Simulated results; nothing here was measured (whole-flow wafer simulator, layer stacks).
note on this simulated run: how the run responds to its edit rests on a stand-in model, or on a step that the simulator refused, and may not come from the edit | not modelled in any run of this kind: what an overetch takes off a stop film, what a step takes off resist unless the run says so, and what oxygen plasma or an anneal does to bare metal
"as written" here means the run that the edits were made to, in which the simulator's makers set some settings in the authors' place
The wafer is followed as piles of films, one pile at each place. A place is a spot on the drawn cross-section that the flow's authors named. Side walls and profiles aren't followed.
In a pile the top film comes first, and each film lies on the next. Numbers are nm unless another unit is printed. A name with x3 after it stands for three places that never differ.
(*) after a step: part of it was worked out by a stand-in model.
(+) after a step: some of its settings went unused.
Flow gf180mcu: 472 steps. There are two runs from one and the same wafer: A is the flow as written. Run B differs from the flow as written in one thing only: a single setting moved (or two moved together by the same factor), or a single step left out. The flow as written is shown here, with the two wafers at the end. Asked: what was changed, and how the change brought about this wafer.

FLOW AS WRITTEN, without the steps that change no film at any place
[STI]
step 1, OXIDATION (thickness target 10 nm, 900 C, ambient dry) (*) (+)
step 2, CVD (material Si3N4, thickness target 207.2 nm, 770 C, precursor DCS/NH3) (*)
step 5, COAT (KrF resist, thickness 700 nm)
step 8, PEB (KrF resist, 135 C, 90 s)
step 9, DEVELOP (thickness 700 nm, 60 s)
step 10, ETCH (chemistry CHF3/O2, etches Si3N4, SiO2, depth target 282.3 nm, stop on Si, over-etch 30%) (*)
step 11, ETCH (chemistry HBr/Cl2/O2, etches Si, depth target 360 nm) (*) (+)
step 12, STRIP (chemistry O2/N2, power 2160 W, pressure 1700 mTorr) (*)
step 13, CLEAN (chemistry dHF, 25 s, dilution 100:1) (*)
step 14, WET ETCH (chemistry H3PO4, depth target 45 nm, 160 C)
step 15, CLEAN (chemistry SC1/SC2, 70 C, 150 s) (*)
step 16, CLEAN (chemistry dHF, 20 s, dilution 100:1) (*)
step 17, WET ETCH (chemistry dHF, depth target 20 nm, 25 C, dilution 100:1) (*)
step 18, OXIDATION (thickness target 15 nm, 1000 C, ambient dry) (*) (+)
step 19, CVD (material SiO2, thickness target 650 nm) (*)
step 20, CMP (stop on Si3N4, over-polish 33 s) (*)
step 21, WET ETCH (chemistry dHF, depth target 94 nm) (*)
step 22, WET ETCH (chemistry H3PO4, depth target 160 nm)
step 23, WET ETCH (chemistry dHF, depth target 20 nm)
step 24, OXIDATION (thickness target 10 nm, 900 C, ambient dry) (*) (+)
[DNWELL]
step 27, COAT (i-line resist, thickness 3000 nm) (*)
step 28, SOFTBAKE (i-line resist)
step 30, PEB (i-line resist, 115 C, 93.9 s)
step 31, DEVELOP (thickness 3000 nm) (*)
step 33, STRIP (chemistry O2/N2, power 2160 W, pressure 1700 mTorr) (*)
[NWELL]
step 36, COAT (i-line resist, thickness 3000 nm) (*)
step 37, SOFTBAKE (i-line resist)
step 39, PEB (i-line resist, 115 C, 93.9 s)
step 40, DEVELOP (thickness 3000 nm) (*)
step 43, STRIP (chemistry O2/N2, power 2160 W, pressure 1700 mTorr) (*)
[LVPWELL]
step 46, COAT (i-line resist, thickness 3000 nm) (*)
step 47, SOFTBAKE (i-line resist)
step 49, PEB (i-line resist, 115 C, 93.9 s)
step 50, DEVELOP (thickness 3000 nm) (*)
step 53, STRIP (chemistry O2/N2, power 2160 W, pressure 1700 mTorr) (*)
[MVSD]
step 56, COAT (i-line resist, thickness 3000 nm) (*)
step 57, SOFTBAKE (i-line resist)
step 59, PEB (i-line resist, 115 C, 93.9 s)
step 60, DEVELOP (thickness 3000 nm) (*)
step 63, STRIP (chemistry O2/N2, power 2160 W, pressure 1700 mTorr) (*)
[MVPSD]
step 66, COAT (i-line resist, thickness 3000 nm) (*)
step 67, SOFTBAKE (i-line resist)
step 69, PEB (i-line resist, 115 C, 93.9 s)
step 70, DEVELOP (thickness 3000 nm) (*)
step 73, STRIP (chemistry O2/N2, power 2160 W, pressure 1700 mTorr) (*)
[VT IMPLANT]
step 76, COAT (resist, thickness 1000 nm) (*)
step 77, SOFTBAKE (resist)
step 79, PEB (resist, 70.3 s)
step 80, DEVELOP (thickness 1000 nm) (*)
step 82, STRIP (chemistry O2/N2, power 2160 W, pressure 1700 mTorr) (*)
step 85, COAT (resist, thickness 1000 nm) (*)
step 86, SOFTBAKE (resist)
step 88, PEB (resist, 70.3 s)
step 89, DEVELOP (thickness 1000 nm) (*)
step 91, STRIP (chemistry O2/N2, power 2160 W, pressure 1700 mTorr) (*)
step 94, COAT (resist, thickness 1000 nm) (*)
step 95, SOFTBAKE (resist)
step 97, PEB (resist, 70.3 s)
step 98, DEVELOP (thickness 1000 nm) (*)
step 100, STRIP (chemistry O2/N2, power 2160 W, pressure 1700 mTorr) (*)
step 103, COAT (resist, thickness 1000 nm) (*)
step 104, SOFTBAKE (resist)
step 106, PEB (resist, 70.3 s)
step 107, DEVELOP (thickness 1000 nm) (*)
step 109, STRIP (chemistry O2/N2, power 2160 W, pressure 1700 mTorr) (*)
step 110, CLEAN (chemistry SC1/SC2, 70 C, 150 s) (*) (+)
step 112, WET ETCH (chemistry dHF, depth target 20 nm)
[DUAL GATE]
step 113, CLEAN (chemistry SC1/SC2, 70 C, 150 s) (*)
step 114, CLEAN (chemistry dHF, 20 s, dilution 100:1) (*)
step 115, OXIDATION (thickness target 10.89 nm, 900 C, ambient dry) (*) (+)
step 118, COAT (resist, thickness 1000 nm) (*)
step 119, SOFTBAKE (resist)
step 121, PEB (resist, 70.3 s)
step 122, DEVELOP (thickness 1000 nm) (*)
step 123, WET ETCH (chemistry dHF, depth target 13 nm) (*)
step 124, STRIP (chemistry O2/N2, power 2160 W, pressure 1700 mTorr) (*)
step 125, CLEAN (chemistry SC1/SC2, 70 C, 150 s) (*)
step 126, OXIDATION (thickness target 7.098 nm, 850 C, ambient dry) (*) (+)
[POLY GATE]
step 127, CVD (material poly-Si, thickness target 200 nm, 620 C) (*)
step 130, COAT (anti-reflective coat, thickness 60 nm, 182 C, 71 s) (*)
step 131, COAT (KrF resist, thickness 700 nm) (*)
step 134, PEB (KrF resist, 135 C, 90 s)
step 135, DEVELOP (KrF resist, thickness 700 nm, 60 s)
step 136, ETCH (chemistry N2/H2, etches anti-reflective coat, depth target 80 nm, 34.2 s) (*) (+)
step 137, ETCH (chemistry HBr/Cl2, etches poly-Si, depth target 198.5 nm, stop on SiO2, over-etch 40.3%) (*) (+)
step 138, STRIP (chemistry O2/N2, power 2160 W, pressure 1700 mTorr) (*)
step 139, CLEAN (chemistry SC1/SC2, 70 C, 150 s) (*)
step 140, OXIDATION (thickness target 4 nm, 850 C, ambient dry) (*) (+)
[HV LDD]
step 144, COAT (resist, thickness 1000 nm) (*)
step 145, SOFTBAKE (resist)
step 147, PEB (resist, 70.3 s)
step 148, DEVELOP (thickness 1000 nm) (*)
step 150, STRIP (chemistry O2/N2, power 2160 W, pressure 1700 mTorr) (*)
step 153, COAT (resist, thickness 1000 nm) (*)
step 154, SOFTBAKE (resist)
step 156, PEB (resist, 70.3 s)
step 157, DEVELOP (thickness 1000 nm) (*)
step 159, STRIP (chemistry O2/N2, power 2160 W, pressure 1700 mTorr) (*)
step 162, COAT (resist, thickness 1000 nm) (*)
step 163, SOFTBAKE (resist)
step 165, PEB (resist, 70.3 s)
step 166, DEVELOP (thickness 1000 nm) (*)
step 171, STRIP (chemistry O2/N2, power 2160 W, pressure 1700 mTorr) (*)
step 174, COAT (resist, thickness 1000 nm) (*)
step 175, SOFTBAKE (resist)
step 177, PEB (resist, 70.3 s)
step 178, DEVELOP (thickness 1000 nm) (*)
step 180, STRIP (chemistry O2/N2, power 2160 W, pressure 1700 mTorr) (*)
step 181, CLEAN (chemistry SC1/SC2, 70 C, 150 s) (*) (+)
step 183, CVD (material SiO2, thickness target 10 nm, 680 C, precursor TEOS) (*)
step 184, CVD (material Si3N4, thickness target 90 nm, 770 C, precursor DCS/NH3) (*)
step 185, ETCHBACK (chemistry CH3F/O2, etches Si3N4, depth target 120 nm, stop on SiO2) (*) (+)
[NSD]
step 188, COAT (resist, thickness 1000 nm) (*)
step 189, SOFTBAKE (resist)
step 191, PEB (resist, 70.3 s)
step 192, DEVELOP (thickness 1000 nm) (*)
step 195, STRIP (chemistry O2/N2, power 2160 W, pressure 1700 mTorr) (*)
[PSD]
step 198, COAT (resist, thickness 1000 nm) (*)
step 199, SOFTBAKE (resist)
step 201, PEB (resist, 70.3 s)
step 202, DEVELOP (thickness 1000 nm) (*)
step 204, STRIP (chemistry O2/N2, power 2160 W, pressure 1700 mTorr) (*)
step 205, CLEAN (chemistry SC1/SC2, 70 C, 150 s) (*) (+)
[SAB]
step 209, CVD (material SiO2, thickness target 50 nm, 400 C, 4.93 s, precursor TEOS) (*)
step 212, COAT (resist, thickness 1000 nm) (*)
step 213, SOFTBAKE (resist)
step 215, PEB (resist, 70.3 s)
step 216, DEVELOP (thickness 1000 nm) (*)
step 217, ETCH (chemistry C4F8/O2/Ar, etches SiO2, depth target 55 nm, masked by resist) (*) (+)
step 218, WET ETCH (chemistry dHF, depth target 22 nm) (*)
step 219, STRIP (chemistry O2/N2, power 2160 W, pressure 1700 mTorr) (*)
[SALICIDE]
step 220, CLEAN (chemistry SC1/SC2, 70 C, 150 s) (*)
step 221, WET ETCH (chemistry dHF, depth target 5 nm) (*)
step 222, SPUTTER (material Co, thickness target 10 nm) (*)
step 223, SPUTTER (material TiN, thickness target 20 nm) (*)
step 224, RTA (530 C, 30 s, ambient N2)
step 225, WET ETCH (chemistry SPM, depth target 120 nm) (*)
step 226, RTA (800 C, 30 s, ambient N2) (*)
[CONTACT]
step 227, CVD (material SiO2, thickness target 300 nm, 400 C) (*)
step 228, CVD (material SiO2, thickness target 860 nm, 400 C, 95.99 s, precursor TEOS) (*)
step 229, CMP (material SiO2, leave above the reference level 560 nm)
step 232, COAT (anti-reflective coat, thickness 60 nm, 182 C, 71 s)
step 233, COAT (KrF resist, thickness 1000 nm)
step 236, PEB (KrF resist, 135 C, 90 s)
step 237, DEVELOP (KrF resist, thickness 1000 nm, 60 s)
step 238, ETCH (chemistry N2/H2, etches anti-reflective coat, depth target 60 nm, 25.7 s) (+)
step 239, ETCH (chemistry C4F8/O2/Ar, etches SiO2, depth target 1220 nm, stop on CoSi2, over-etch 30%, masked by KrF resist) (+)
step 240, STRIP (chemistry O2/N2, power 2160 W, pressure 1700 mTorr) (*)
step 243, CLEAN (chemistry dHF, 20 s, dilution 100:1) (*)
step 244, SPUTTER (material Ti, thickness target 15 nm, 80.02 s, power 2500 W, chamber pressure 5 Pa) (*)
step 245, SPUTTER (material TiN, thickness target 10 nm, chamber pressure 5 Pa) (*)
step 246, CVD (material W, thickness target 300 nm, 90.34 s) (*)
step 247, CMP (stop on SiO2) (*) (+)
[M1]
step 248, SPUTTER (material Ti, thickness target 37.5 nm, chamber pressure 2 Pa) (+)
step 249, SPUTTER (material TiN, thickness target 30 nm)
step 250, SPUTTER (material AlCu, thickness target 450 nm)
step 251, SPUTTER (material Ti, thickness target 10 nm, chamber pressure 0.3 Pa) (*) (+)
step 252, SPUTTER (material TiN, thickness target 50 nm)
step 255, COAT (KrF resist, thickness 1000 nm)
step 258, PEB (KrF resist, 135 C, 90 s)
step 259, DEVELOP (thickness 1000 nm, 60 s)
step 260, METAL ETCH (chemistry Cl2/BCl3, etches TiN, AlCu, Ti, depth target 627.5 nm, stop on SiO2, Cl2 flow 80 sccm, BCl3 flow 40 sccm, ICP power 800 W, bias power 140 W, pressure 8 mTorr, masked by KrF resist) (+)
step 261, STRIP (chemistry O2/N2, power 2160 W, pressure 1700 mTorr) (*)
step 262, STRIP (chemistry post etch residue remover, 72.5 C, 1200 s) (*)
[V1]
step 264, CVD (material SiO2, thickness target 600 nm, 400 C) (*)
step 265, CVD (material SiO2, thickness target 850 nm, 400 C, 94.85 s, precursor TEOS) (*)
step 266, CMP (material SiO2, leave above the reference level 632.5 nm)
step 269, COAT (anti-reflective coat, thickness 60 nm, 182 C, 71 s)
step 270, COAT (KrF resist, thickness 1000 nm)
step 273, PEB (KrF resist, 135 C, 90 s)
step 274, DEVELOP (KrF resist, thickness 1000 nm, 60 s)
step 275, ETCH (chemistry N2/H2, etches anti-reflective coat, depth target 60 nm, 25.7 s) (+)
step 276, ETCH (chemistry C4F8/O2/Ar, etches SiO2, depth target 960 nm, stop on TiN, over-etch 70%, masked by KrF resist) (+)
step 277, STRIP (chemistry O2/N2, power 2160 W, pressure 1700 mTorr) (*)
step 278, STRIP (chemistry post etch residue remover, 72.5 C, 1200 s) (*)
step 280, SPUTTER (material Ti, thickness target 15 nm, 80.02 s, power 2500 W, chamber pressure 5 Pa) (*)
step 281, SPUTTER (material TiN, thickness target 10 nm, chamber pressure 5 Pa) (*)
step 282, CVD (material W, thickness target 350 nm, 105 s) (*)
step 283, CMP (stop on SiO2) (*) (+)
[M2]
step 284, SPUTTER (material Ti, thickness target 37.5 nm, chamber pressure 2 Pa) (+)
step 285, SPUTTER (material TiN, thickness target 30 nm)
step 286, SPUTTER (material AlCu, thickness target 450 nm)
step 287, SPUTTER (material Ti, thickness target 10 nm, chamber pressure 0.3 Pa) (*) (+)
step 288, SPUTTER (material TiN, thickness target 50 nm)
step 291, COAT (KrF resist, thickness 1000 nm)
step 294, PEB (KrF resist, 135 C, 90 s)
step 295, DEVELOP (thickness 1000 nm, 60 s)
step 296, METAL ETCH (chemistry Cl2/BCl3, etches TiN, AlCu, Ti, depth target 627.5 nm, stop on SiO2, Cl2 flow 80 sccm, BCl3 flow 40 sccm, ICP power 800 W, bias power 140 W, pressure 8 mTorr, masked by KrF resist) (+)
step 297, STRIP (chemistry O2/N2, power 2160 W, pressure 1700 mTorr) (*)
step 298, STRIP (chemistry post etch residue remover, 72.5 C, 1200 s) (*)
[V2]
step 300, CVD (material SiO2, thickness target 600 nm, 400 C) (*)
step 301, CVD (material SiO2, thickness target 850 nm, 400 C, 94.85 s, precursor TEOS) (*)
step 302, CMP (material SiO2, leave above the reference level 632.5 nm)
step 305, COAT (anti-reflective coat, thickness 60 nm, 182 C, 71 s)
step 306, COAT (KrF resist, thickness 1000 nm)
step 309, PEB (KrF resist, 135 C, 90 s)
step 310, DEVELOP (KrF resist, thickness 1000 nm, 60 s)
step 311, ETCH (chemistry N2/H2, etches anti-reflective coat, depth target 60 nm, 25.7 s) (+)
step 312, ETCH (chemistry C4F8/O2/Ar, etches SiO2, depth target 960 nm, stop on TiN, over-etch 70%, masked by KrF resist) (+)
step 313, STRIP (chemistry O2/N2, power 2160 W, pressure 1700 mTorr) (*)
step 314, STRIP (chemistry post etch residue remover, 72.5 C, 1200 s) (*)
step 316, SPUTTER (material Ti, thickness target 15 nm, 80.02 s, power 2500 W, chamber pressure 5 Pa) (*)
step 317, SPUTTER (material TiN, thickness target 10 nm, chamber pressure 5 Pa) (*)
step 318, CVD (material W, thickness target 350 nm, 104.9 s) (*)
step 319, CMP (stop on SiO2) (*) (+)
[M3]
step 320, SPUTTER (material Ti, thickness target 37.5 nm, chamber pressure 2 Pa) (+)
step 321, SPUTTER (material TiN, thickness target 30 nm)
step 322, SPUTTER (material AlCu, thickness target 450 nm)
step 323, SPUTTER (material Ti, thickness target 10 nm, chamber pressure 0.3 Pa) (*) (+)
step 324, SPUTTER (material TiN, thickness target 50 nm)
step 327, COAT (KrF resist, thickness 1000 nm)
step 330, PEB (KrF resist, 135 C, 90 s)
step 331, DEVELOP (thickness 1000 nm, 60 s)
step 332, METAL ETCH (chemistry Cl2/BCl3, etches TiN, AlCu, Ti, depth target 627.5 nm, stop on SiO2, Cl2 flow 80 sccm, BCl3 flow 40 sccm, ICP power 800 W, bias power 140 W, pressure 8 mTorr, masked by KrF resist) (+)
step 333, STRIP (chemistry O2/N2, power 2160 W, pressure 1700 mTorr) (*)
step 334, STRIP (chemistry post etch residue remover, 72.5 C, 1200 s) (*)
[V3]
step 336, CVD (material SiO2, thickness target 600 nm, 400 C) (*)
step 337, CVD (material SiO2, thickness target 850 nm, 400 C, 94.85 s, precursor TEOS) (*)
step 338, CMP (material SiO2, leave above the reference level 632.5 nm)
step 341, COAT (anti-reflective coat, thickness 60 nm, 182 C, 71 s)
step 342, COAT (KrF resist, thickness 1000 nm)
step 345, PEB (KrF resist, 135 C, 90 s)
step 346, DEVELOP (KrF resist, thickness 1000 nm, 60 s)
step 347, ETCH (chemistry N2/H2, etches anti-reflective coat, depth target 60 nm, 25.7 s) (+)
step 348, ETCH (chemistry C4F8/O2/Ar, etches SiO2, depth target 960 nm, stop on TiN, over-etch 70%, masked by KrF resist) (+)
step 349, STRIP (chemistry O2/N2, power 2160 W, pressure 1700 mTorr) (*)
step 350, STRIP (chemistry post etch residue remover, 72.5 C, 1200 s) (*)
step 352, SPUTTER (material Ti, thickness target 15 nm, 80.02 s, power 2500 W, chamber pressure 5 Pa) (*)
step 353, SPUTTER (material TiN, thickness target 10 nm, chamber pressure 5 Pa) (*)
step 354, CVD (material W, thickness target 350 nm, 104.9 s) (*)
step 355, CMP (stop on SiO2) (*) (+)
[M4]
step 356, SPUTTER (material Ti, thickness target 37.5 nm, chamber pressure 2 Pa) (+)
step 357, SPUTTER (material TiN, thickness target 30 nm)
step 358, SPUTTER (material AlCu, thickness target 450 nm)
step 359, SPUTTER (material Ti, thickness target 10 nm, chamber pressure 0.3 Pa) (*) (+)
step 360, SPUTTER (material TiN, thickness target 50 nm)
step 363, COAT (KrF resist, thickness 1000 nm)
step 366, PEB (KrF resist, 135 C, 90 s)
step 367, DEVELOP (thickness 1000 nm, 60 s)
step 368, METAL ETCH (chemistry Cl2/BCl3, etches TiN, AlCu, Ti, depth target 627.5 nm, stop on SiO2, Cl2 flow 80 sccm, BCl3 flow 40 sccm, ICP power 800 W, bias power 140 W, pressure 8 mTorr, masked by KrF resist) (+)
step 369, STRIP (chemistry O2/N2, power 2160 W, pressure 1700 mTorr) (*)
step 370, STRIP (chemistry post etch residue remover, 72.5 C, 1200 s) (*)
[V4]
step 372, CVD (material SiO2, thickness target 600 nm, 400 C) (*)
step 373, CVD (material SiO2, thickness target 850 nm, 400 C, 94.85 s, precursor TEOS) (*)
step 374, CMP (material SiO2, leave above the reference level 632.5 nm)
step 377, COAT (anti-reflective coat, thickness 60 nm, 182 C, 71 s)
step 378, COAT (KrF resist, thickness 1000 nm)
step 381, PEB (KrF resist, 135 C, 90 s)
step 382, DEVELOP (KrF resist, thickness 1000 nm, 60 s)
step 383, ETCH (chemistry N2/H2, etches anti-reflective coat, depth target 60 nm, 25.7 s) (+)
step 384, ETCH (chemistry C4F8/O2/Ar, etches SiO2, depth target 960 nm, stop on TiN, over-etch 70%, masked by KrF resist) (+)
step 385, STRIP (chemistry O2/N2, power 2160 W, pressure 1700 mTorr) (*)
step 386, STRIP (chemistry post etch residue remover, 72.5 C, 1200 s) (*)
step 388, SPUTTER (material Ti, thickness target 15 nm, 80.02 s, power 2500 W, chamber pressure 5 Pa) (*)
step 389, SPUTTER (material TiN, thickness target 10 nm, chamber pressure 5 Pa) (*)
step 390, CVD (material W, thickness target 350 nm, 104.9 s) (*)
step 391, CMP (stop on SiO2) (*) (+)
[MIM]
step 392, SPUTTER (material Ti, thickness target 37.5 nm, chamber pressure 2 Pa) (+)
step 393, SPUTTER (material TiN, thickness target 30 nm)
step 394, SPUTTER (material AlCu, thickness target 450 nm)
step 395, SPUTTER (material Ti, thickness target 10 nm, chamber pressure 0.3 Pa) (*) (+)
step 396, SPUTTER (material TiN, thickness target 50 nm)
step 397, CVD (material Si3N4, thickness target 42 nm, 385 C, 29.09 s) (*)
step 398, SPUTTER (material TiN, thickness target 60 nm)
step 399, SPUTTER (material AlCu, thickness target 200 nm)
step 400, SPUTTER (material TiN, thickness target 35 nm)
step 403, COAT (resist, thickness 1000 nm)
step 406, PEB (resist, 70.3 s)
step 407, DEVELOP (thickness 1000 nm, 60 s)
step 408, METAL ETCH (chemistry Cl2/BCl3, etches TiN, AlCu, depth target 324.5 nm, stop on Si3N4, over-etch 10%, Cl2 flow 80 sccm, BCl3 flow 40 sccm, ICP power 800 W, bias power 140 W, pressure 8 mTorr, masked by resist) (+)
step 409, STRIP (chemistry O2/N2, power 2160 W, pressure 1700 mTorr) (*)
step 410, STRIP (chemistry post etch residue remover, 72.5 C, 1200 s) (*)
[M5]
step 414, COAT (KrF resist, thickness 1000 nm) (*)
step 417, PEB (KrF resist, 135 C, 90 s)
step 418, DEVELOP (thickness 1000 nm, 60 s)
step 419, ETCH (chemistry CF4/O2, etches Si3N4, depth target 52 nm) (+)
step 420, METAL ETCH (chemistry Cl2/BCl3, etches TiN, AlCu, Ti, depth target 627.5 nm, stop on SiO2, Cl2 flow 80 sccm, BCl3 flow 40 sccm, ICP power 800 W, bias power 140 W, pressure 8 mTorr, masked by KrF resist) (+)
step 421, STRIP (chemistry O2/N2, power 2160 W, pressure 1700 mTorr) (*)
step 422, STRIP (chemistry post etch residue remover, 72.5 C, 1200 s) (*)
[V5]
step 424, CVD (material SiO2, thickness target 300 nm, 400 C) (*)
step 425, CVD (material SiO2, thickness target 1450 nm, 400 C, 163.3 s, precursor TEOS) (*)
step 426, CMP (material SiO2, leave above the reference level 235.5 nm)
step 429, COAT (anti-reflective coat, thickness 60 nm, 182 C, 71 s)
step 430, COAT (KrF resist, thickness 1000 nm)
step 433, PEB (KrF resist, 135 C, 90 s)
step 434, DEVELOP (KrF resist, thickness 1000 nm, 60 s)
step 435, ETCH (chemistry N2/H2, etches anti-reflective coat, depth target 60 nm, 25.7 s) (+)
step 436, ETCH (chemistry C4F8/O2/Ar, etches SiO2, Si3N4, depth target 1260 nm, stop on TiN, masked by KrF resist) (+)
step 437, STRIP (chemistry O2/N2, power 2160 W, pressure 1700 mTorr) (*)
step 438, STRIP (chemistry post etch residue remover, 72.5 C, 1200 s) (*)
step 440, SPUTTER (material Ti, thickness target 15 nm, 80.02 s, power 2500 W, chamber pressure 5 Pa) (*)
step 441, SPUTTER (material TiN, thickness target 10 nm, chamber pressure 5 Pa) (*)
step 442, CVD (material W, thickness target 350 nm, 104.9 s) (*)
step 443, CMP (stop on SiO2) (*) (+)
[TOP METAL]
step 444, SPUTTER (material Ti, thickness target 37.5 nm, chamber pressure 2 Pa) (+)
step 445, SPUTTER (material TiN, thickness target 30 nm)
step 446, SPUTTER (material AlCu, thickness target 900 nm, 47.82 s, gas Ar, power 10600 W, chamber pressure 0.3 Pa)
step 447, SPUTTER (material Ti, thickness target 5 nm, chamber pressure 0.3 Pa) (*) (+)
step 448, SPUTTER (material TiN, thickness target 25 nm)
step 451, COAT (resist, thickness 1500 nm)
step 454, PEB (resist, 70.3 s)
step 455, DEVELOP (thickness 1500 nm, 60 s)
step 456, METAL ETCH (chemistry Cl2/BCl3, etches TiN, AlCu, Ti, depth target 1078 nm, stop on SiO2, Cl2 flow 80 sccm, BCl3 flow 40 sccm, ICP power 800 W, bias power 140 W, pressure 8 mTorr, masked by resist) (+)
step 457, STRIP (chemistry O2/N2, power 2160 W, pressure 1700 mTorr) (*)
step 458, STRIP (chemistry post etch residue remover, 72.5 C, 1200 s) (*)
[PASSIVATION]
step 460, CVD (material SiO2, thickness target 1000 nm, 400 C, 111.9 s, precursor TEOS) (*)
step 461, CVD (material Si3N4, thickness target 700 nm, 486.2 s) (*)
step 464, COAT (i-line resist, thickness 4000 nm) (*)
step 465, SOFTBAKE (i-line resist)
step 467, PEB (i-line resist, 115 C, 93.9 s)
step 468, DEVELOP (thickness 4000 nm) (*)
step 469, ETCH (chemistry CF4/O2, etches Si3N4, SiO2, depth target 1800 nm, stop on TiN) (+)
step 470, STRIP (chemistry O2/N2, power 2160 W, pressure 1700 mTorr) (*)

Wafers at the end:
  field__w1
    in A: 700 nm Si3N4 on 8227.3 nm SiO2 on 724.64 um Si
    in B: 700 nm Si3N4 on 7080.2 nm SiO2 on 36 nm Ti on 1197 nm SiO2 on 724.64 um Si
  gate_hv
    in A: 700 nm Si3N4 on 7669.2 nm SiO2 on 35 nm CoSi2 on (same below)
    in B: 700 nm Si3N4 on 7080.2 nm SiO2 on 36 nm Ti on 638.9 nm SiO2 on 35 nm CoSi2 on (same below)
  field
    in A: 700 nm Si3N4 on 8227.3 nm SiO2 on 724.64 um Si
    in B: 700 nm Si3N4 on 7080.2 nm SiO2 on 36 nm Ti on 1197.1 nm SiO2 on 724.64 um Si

The reason: step 250, SPUTTER: thickness target 536 nm was run, though the flow has thickness target 450 nm.

How this came from the change, step by step:
  step 250, SPUTTER (material AlCu, thickness target 450 nm)
      field, field__w1, field__w2 and 108 more: A AlCu gains 450 (new film) | B AlCu gains 536 (new film)
  step 260, METAL ETCH (chemistry Cl2/BCl3, etches TiN, AlCu, Ti, depth target 627.5 nm, stop on SiO2, Cl2 flow 80 sccm, BCl3 flow 40 sccm, ICP power 800 W, bias power 140 W, pressure 8 mTorr, masked by KrF resist) (+)
      field, field__w1, field__w2 and 99 more: A TiN loses 50 (all of it), Ti loses 10 (all of it), AlCu loses 450 (all of it), TiN loses 30 (all of it), Ti loses 37.5 (all of it) | B TiN loses 50 (all of it), Ti loses 10 (all of it), AlCu loses 536 (all of it), TiN loses 30 (all of it), Ti loses 1.5
  step 264, CVD (material SiO2, thickness target 600 nm, 400 C) (*)
      field, field__w1, field__w2 and 99 more: A SiO2 gains 600 | B SiO2 gains 600 (new film)
  step 266, CMP (material SiO2, leave above the reference level 632.5 nm)
      field, field__w1, field__w2 and 99 more: A SiO2 loses 300 | B SiO2 loses 250
Taking metal films that touch as one body, field__w1 has 1 body; the flow as written gives 0 bodies.
Taking metal films that touch as one body, gate_hv has 2 bodies (between them, from the top down: SiO2 638.9); the flow as written gives 1 body.
Taking metal films that touch as one body, field has 1 body; the flow as written gives 0 bodies.
